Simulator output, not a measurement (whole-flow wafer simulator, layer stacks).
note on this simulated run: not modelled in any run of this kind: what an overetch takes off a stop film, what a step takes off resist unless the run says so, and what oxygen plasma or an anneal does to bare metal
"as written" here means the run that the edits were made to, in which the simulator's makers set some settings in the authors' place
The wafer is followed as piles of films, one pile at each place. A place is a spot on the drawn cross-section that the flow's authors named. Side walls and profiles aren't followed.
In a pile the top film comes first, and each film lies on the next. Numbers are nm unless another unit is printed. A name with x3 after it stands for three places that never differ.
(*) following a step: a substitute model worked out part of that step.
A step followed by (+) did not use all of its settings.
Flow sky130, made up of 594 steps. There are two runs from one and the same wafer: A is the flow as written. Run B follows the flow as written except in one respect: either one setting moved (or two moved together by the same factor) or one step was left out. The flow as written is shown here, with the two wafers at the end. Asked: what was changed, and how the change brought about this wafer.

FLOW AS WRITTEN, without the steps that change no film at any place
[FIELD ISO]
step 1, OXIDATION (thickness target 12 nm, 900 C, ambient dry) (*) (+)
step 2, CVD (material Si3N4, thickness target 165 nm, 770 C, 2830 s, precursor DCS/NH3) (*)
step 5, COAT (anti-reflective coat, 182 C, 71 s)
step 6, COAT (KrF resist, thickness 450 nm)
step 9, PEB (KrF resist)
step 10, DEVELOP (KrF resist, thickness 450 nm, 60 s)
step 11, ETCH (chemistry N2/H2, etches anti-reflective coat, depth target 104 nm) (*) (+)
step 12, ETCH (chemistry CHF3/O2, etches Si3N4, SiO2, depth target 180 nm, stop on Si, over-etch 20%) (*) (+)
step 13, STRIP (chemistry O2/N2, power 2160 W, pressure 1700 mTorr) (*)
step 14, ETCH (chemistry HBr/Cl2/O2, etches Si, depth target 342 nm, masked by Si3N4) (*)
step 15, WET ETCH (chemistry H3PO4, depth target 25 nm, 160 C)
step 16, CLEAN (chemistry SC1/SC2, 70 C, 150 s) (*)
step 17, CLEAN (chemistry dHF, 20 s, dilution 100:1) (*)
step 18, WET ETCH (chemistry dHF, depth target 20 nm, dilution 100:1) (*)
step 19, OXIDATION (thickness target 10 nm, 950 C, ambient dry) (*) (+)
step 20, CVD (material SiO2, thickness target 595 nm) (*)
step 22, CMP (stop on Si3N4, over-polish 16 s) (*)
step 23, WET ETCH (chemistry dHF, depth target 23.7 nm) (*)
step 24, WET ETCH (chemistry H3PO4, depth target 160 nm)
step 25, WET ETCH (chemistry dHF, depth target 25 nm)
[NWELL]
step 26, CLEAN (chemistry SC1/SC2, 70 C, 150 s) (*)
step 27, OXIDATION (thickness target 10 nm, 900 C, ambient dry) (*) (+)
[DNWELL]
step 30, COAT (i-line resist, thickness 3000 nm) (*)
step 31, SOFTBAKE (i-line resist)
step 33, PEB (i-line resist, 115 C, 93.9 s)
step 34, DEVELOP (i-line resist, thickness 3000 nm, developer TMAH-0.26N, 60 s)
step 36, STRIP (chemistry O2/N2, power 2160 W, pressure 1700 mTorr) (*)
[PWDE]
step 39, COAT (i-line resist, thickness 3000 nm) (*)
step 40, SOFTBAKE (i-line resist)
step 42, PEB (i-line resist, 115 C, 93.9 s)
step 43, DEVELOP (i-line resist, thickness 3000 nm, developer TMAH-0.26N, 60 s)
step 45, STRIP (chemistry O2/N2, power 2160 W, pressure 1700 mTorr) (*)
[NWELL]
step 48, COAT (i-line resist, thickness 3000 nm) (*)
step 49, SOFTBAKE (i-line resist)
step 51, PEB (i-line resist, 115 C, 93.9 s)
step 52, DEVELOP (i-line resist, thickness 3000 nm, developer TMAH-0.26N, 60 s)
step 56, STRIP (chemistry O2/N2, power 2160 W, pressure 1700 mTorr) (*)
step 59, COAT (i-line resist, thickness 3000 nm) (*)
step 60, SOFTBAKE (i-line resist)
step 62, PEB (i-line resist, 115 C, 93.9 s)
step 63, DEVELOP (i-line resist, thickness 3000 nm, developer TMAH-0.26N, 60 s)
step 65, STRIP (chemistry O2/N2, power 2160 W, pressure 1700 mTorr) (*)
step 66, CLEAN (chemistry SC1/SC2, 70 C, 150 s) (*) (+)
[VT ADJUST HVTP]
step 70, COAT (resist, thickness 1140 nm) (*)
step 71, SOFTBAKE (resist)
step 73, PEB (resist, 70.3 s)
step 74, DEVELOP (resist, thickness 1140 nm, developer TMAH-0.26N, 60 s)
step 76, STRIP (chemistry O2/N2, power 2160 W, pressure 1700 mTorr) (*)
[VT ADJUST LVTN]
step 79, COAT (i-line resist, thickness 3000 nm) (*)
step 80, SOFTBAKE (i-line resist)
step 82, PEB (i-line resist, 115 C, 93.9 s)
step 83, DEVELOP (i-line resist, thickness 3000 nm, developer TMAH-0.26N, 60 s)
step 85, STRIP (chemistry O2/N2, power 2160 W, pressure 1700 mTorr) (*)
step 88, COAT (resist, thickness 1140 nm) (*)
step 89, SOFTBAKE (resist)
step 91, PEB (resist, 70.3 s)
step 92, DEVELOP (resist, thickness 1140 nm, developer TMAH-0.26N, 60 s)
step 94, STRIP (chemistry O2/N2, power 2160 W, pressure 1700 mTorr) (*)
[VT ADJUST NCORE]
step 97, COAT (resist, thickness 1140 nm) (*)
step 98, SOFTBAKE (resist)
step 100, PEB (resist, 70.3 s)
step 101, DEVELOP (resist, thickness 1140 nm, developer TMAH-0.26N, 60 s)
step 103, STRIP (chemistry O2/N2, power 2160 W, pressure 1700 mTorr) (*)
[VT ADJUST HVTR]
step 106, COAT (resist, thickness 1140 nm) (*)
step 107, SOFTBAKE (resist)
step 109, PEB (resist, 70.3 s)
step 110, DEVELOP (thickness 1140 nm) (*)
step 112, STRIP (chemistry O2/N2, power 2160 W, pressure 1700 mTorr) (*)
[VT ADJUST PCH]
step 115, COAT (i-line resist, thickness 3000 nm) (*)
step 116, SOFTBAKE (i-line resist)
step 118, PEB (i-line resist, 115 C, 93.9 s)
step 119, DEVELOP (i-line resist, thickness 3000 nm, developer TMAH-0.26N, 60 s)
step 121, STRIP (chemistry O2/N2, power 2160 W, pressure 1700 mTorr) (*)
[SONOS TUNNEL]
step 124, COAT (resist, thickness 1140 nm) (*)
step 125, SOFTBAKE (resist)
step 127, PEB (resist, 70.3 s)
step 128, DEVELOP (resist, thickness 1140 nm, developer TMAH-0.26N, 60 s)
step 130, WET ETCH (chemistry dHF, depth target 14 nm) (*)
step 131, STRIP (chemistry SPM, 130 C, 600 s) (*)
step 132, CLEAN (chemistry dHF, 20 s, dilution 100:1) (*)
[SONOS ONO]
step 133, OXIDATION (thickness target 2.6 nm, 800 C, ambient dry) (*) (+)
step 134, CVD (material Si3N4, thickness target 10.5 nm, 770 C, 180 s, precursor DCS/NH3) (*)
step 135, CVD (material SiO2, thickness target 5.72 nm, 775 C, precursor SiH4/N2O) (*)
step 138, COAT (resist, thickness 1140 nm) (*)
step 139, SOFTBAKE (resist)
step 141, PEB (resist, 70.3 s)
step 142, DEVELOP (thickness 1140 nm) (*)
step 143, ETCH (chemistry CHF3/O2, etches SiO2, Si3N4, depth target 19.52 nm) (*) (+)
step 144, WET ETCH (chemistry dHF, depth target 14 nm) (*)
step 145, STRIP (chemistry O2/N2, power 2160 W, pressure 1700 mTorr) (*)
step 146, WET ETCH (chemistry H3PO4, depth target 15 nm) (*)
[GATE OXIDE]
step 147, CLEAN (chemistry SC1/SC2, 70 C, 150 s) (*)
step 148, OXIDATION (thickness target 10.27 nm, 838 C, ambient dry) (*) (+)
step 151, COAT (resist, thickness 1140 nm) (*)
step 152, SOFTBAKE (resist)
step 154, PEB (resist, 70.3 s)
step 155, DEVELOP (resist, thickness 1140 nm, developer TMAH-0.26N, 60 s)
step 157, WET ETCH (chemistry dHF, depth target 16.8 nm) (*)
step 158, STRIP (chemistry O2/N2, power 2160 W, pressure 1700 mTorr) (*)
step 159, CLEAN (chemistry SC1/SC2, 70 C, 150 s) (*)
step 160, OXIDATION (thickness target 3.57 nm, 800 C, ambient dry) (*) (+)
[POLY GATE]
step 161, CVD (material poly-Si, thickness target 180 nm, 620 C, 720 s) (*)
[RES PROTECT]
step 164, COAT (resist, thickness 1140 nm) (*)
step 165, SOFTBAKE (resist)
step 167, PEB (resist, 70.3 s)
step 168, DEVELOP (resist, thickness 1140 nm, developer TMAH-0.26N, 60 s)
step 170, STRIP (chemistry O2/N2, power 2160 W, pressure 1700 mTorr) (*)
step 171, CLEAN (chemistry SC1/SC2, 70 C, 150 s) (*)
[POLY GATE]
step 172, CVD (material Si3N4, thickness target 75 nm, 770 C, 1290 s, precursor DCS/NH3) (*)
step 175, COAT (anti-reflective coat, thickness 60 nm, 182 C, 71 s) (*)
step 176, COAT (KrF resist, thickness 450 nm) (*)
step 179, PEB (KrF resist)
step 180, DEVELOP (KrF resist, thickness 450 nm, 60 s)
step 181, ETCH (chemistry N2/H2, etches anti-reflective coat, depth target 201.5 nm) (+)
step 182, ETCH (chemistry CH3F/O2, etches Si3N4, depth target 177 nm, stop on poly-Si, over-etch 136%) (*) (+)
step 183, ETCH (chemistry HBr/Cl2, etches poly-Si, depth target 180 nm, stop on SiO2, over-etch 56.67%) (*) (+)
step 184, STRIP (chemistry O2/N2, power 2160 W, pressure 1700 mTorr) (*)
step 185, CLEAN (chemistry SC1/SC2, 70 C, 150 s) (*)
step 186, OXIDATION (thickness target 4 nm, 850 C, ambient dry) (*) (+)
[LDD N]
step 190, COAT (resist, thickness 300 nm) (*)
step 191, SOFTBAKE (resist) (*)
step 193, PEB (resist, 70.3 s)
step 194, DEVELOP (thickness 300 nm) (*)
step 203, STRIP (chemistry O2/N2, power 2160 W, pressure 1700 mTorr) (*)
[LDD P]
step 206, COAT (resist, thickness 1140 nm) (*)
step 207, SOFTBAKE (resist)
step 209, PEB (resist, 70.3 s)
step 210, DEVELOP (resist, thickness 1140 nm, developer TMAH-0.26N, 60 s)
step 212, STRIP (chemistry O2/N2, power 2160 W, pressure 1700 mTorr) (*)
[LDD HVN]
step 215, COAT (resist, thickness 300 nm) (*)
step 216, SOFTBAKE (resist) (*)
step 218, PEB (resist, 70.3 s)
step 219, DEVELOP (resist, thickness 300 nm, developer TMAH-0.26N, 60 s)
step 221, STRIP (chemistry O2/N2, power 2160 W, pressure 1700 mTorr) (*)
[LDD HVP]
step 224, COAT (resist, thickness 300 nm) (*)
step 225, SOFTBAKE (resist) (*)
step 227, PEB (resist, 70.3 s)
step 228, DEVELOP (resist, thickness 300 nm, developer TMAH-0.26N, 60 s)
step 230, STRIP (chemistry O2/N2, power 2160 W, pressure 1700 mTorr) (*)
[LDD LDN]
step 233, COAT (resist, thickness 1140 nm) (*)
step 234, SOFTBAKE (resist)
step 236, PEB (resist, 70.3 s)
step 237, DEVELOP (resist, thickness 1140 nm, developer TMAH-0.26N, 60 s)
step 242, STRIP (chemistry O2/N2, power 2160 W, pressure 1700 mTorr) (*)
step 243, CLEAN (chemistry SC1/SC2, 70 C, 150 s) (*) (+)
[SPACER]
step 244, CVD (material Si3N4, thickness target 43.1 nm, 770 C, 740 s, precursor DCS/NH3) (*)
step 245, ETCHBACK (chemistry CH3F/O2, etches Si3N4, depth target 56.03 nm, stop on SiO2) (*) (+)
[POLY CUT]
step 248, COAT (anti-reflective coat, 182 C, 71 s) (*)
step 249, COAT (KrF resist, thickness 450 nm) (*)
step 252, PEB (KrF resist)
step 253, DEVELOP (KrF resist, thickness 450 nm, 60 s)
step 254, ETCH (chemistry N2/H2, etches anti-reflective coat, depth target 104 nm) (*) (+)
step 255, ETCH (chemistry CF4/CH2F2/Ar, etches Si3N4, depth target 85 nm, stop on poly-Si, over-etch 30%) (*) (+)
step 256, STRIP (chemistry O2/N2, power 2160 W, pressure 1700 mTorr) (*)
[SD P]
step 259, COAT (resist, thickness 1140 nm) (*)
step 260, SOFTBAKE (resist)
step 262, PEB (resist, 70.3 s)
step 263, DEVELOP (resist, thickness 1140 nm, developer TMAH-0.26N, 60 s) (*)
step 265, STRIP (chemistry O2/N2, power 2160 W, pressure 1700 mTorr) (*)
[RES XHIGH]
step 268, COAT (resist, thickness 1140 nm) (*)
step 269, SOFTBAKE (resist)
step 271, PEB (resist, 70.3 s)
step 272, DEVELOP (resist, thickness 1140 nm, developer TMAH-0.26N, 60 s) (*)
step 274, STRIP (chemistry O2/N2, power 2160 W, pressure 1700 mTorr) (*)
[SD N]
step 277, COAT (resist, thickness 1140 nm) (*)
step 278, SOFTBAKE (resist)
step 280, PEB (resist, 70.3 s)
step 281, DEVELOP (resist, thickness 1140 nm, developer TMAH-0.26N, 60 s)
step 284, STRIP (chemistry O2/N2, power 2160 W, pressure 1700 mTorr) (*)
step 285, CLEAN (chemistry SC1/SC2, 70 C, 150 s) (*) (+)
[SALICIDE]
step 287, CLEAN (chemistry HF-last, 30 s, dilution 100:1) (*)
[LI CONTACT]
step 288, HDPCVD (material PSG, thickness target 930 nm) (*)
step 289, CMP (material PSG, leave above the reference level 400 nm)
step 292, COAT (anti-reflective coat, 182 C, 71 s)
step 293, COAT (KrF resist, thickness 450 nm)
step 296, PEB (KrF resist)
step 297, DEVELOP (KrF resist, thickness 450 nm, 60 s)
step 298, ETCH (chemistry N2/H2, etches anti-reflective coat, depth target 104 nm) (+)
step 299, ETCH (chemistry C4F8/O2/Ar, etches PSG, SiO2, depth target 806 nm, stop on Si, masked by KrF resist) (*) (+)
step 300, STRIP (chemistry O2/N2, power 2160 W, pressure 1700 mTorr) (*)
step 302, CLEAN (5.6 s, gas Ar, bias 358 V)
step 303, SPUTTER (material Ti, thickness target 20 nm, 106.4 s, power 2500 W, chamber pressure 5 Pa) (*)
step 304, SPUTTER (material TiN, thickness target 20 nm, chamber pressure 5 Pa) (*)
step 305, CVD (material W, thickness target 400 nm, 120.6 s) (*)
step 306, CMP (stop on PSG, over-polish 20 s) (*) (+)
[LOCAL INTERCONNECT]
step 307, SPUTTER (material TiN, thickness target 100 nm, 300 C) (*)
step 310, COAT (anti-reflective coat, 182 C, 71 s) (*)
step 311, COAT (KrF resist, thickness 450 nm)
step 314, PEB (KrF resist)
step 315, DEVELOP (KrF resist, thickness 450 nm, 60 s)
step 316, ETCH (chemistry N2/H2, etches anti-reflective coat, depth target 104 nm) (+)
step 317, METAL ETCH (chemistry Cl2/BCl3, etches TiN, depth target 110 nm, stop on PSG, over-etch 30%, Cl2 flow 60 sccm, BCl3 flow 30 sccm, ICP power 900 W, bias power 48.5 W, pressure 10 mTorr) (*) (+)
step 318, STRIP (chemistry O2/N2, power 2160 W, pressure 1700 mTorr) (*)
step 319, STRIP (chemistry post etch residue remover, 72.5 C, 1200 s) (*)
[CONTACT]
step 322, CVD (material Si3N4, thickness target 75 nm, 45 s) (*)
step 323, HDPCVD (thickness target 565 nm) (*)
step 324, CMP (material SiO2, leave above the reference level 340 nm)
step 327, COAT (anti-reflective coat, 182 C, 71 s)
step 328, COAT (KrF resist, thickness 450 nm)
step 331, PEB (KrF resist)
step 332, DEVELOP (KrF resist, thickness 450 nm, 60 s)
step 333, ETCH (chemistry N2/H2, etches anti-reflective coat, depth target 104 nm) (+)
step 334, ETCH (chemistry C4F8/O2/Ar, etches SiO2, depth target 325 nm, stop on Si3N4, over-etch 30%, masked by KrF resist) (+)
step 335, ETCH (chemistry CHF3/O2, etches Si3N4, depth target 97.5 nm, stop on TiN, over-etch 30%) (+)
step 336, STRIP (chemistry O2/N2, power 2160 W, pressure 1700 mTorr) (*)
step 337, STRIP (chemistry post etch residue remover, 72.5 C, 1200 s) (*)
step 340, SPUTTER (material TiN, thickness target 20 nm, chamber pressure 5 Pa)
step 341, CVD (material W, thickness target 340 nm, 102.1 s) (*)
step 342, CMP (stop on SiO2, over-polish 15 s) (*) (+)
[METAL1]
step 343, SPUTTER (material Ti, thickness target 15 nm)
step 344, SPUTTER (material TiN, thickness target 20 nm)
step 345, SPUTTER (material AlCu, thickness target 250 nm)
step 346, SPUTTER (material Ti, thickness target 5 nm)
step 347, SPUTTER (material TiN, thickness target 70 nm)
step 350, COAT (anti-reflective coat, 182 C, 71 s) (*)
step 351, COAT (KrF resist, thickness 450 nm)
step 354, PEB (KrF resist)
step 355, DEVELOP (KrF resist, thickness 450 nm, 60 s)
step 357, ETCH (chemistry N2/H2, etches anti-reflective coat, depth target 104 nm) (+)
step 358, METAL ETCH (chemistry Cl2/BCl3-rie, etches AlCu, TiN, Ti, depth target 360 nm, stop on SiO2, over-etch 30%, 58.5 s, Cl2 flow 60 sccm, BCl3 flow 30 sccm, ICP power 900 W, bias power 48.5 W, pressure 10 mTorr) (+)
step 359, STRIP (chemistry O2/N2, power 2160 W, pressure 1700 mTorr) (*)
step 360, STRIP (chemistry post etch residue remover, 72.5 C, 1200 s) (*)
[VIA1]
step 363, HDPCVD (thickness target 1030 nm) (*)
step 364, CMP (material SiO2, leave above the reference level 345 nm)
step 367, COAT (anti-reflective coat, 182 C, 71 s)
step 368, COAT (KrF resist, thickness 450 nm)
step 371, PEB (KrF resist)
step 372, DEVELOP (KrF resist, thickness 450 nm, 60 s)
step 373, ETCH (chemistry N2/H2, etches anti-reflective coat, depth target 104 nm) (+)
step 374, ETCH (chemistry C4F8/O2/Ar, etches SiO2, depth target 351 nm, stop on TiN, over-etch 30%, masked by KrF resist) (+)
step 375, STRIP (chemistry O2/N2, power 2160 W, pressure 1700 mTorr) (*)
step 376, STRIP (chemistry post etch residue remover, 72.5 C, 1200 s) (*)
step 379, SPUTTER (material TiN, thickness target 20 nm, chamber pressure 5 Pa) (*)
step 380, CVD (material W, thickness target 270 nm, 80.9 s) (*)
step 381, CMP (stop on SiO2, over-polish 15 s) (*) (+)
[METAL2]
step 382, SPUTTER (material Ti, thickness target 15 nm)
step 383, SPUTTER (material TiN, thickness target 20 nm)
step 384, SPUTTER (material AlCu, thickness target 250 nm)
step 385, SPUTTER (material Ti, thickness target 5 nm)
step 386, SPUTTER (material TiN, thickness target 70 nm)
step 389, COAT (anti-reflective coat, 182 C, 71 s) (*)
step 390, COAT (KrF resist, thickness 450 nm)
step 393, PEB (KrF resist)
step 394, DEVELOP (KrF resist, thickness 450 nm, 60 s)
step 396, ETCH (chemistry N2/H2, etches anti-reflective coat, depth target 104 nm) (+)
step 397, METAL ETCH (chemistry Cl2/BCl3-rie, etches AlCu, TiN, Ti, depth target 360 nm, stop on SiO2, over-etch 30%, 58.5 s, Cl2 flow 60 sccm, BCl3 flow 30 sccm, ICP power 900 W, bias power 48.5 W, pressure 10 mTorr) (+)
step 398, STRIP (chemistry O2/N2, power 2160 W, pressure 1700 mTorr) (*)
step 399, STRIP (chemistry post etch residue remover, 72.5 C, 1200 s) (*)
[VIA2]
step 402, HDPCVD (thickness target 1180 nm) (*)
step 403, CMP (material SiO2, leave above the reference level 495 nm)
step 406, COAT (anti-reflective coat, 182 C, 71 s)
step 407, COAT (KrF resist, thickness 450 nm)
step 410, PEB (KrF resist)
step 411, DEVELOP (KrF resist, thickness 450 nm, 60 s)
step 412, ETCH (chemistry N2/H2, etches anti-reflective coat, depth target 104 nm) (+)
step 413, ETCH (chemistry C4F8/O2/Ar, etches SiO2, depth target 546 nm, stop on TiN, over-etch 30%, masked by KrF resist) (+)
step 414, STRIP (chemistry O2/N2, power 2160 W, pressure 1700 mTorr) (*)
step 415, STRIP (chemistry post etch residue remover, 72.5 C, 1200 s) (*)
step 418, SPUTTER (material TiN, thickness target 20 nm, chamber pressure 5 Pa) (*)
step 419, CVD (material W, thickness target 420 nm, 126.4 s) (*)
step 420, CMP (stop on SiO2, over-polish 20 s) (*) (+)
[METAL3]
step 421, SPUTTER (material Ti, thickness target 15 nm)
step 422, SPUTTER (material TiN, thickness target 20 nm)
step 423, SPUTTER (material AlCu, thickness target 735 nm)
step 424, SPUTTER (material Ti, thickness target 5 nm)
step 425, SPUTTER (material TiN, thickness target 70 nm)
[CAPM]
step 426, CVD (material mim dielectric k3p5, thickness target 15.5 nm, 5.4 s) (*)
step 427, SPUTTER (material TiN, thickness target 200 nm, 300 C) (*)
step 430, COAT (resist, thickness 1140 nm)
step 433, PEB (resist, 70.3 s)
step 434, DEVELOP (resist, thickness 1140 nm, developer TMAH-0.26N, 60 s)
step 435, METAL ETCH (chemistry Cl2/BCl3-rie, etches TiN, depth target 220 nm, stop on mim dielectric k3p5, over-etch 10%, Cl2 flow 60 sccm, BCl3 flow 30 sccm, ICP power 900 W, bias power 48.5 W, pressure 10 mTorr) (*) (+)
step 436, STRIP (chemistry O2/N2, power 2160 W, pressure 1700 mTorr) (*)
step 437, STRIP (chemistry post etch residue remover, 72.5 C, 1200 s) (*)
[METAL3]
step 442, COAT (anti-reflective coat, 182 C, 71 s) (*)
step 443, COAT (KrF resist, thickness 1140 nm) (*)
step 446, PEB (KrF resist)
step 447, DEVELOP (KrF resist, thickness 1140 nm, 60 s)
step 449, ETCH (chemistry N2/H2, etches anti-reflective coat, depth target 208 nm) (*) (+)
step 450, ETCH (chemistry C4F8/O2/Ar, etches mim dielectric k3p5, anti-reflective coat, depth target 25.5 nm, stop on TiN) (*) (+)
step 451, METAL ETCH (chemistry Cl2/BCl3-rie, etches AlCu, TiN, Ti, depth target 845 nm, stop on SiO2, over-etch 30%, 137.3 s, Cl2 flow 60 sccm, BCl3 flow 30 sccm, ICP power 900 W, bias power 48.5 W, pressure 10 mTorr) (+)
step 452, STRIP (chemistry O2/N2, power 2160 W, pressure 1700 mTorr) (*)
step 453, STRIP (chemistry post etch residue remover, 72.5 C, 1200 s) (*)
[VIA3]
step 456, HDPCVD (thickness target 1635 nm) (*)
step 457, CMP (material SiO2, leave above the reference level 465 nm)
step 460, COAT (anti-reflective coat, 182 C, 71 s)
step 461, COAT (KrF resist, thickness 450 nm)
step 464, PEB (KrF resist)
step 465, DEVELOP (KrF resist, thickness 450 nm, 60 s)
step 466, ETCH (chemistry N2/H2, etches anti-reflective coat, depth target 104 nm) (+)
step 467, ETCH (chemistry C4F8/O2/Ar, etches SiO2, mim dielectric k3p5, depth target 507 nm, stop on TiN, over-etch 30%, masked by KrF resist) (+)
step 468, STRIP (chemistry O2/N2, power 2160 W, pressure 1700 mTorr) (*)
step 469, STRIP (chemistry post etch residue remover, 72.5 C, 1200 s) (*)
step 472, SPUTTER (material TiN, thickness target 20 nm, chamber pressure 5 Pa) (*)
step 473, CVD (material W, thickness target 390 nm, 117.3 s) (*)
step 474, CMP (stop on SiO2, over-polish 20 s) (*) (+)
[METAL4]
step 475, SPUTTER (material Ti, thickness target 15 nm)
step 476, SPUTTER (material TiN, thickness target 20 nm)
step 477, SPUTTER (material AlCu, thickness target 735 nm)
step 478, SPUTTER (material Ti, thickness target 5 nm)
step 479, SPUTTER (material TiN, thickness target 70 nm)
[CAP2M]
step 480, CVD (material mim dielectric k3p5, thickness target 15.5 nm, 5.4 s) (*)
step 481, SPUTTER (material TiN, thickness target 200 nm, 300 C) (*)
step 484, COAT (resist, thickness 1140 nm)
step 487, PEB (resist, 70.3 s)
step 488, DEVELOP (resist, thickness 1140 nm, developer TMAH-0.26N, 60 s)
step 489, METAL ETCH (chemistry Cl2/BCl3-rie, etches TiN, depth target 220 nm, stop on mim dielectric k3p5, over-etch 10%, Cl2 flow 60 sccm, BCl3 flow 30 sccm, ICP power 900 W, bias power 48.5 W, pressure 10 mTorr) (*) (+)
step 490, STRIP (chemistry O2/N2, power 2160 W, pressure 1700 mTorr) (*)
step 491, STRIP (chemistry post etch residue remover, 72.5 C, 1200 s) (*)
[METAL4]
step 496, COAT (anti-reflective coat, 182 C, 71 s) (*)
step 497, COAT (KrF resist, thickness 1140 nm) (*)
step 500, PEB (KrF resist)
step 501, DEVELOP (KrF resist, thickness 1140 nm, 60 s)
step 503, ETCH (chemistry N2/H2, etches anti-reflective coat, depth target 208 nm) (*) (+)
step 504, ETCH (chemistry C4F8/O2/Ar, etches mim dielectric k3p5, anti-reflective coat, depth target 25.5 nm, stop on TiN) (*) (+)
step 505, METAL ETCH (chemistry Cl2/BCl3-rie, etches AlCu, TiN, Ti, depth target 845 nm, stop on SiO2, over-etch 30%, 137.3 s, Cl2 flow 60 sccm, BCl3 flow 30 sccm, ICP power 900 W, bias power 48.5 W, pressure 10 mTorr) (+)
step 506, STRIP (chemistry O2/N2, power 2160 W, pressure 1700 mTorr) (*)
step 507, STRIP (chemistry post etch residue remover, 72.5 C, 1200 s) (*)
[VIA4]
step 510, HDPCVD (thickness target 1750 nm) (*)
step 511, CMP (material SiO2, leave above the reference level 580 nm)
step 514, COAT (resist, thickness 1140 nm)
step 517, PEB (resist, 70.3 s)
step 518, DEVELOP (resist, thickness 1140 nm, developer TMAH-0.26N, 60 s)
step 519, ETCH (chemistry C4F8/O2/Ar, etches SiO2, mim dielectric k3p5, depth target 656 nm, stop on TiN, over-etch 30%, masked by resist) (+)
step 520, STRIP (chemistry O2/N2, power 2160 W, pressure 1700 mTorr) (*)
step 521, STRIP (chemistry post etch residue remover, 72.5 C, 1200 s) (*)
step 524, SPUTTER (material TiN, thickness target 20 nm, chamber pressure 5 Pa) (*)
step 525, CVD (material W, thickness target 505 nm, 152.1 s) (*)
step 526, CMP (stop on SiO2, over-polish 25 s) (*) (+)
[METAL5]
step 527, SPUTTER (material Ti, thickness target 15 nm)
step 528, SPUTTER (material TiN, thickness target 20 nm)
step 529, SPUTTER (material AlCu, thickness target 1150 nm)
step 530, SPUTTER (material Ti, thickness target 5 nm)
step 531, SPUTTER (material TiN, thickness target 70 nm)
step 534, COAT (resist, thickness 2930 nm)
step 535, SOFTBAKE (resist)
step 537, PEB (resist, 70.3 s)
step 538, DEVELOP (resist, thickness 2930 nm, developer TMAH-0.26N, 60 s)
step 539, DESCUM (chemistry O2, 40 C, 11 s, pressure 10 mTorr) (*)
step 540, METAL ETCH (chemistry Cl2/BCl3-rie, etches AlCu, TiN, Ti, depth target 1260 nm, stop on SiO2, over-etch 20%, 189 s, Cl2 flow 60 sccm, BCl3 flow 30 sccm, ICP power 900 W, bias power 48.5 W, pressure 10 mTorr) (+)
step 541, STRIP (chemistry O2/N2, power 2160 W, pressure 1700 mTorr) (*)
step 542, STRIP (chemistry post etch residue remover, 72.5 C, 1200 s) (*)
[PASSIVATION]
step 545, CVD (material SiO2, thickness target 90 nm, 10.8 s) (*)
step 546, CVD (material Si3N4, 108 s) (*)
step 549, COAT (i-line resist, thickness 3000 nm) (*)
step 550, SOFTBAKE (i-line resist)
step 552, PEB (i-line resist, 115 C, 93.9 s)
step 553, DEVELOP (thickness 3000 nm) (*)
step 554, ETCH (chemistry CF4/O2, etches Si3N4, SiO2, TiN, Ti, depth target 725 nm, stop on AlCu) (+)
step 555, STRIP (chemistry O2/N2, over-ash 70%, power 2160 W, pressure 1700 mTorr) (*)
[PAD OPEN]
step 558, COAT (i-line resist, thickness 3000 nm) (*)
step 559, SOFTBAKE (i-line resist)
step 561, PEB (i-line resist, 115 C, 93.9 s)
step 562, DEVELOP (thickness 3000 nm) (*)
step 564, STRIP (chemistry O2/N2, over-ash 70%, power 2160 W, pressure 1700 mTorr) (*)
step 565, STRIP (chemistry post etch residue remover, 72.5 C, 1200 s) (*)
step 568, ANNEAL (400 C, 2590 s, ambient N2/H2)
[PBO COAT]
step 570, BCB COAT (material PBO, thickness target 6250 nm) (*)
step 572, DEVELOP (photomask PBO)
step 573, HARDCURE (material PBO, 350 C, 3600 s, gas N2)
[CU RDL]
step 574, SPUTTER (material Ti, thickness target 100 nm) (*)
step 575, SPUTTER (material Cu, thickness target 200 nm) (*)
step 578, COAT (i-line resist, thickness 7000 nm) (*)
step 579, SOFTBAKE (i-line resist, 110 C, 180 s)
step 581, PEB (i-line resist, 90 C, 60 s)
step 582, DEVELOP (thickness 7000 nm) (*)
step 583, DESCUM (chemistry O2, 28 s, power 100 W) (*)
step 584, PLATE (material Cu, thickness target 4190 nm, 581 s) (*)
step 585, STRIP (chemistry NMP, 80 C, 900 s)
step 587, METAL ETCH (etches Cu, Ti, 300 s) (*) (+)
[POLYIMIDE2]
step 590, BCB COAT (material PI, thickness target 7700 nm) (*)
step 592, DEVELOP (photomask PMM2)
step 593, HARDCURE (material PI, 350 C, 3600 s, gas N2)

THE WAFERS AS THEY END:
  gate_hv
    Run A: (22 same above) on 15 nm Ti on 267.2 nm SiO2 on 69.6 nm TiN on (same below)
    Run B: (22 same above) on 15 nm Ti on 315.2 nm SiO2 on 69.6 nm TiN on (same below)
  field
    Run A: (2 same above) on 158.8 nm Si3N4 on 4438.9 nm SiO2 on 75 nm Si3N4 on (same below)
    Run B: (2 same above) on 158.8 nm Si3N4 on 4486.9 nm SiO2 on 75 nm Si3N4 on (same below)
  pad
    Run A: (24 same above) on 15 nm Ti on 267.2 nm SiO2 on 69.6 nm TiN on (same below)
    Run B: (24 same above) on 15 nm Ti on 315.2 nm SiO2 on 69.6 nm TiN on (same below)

Cause: step 364, CMP: leave above the reference level 393 nm was run, whereas the flow has leave above the reference level 345 nm.

The path from the change to this, step by step:
  step 364, CMP (material SiO2, leave above the reference level 345 nm)
      n_well, p_well, gate_hv and 100 more: A SiO2 loses 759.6 | B SiO2 loses 711.6
      field, active, gate and 81 more: A SiO2 loses 389.1 | B SiO2 loses 341.1
      (and at 4 other places as well)
  step 374, ETCH (chemistry C4F8/O2/Ar, etches SiO2, depth target 351 nm, stop on TiN, over-etch 30%, masked by KrF resist) (+)
      m1, via1_hole: A SiO2 loses 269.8 (all of it) | B SiO2 loses 317.8 (all of it)
  step 379, SPUTTER (material TiN, thickness target 20 nm, chamber pressure 5 Pa) (*)
      m1: A TiN gains 11 | B TiN gains 10.1
      via1_hole: A TiN gains 10.9 | B TiN gains 10.1
  step 380, CVD (material W, thickness target 270 nm, 80.9 s) (*)
      m1: A W gains 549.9 (new film) | B W gains 598.7 (new film)
      via1_hole: A W gains 549.9 (new film) | B W gains 598.8 (new film)
